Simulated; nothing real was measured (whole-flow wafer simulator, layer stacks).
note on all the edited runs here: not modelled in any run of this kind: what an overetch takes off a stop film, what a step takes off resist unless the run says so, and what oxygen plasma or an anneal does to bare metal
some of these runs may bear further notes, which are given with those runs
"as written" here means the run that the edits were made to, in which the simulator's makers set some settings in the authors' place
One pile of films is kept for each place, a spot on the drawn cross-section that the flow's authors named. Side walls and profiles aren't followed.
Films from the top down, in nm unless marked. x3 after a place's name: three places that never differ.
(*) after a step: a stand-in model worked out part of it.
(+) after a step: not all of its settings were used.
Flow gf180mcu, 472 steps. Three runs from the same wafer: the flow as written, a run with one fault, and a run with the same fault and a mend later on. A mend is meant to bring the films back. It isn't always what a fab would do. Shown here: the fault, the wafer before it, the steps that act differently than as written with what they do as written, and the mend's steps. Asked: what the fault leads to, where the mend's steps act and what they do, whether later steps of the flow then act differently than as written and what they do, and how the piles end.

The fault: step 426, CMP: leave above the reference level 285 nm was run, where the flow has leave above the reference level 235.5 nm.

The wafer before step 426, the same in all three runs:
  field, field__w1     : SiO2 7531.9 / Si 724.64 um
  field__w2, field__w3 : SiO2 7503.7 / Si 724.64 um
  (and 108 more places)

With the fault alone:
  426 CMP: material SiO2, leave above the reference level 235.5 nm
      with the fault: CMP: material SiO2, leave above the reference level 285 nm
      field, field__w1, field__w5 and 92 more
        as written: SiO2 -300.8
        with the fault: SiO2 -251.3
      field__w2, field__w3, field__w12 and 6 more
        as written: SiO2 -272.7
        with the fault: SiO2 -223.2
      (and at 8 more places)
  Later steps of the flow that act differently than as written (2 more steps differ only slightly, by at most 2% or 0.5 nm, whichever is larger, and aren't shown):
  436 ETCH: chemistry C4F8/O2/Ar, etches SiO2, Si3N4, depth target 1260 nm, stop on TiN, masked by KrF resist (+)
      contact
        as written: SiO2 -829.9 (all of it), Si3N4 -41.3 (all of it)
        with the fault: SiO2 -879.4 (all of it), Si3N4 -41.3 (all of it)
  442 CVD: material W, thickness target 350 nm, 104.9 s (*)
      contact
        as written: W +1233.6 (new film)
        with the fault: W +1283.5 (new film)
  At the end the piles differ from the flow's by more than 2% or 0.5 nm, whichever is larger, at field__w4, field__w8, contact, m1, m1__w1, mim, mim_1p0, m1_nw.
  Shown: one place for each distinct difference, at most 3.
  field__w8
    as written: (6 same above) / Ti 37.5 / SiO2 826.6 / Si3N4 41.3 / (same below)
    with the fault: (6 same above) / Ti 37.5 / SiO2 876.1 / Si3N4 41.3 / (same below)
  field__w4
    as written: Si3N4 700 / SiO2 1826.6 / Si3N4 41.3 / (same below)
    with the fault: Si3N4 700 / SiO2 1876.1 / Si3N4 41.3 / (same below)
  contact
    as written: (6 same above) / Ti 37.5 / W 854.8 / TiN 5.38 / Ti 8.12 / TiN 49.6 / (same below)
    with the fault: (6 same above) / Ti 37.5 / W 904.7 / TiN 5.23 / Ti 7.89 / TiN 49.6 / (same below)

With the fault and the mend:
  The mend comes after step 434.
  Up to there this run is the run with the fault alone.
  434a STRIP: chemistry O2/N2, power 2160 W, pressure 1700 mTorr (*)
      field, field__w1, field__w2 and 108 more
        KrF resist -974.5 (all of it), anti-reflective coat -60 (all of it)
      contact
        anti-reflective coat -60 (all of it)
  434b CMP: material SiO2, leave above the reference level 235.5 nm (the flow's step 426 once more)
      field, field__w1, field__w2 and 109 more
        SiO2 -49.5
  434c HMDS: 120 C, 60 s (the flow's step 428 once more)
      changes no film at any place that is followed
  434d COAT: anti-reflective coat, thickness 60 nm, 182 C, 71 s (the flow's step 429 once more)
      field, field__w1, field__w2 and 109 more
        anti-reflective coat +60 (new film)
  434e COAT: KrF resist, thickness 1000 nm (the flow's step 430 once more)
      field, field__w1, field__w2 and 109 more
        KrF resist +1000 (new film)
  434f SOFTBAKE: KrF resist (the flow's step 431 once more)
      changes no film at any place that is followed
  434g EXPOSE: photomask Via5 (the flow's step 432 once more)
      changes no film at any place that is followed
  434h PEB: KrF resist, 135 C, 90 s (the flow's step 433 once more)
      field, field__w1, field__w2 and 109 more
        KrF resist -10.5
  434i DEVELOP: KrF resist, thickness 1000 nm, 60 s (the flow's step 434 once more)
      field, field__w1, field__w2 and 108 more
        KrF resist -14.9
      contact
        KrF resist -989.5 (all of it)
  No later step of the flow acts differently than as written at any place that is followed.
  At the end the piles are the same as the flow's at every place that both follow.
